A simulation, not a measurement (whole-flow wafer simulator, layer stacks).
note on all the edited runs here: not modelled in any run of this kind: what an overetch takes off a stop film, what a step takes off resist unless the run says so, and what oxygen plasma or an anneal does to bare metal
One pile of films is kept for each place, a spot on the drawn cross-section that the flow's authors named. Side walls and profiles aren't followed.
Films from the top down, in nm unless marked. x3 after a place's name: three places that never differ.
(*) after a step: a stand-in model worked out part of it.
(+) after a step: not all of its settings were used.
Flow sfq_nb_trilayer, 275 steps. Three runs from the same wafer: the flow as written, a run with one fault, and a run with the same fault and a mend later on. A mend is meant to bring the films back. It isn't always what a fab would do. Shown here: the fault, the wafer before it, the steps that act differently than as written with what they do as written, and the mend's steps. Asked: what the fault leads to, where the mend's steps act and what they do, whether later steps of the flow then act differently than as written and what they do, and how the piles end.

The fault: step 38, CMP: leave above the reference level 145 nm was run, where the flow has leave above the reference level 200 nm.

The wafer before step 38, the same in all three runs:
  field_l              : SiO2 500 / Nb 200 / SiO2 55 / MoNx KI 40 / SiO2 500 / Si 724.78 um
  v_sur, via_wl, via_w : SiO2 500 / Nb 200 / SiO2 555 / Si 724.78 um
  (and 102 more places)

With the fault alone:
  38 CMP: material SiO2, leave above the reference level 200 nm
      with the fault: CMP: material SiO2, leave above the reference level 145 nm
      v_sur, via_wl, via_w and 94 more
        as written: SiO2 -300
        with the fault: SiO2 -355
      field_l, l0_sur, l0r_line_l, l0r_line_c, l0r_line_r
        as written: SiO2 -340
        with the fault: SiO2 -395
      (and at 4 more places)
  Later steps of the flow that act differently than as written (4 more steps differ only slightly, by at most 2% or 0.5 nm, whichever is larger, and aren't shown):
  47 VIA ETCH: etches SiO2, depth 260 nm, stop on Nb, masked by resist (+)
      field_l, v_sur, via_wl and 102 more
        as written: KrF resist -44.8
        with the fault: KrF resist -37.5
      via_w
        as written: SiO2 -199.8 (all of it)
        with the fault: SiO2 -144.8 (all of it)
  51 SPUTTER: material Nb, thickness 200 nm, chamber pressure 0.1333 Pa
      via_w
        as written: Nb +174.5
        with the fault: Nb +185.7
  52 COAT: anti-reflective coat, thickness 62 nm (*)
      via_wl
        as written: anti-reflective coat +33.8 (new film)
        with the fault: anti-reflective coat +35.4 (new film)
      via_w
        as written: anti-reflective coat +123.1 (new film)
        with the fault: anti-reflective coat +110.3 (new film)
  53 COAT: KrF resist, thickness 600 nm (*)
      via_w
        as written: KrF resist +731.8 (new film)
        with the fault: KrF resist +687 (new film)
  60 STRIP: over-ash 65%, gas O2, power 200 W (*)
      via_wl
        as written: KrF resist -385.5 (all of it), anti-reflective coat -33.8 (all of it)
        with the fault: KrF resist -390.5 (all of it), anti-reflective coat -35.4 (all of it)
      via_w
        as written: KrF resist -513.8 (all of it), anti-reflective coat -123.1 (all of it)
        with the fault: KrF resist -469.2 (all of it), anti-reflective coat -110.3 (all of it)
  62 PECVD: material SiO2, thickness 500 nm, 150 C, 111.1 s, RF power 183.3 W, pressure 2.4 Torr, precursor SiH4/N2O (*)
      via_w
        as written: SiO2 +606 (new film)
        with the fault: SiO2 +515.3 (new film)
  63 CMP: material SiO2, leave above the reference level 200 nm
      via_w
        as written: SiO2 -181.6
        with the fault: SiO2 -157.1
  At the end the piles differ from the flow's by more than 2% or 0.5 nm, whichever is larger, at v_sur, via_wl, via_w and 86 more.
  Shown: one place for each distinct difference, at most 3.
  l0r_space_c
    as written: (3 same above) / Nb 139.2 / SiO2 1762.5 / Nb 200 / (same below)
    with the fault: (3 same above) / Nb 139.2 / SiO2 1707.5 / Nb 200 / (same below)
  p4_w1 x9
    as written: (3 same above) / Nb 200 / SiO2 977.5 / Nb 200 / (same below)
    with the fault: (3 same above) / Nb 200 / SiO2 922.5 / Nb 200 / (same below)
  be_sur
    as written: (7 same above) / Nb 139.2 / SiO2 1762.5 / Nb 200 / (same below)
    with the fault: (7 same above) / Nb 139.2 / SiO2 1707.5 / Nb 200 / (same below)

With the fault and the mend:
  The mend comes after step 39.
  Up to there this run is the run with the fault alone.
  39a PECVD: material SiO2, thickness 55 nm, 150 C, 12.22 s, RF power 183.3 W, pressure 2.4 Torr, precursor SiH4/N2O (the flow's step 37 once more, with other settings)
      field_l, v_sur, via_wl and 103 more
        SiO2 +55
  No later step of the flow acts differently than as written at any place that is followed.
  At the end the piles are the same as the flow's at every place that both follow.
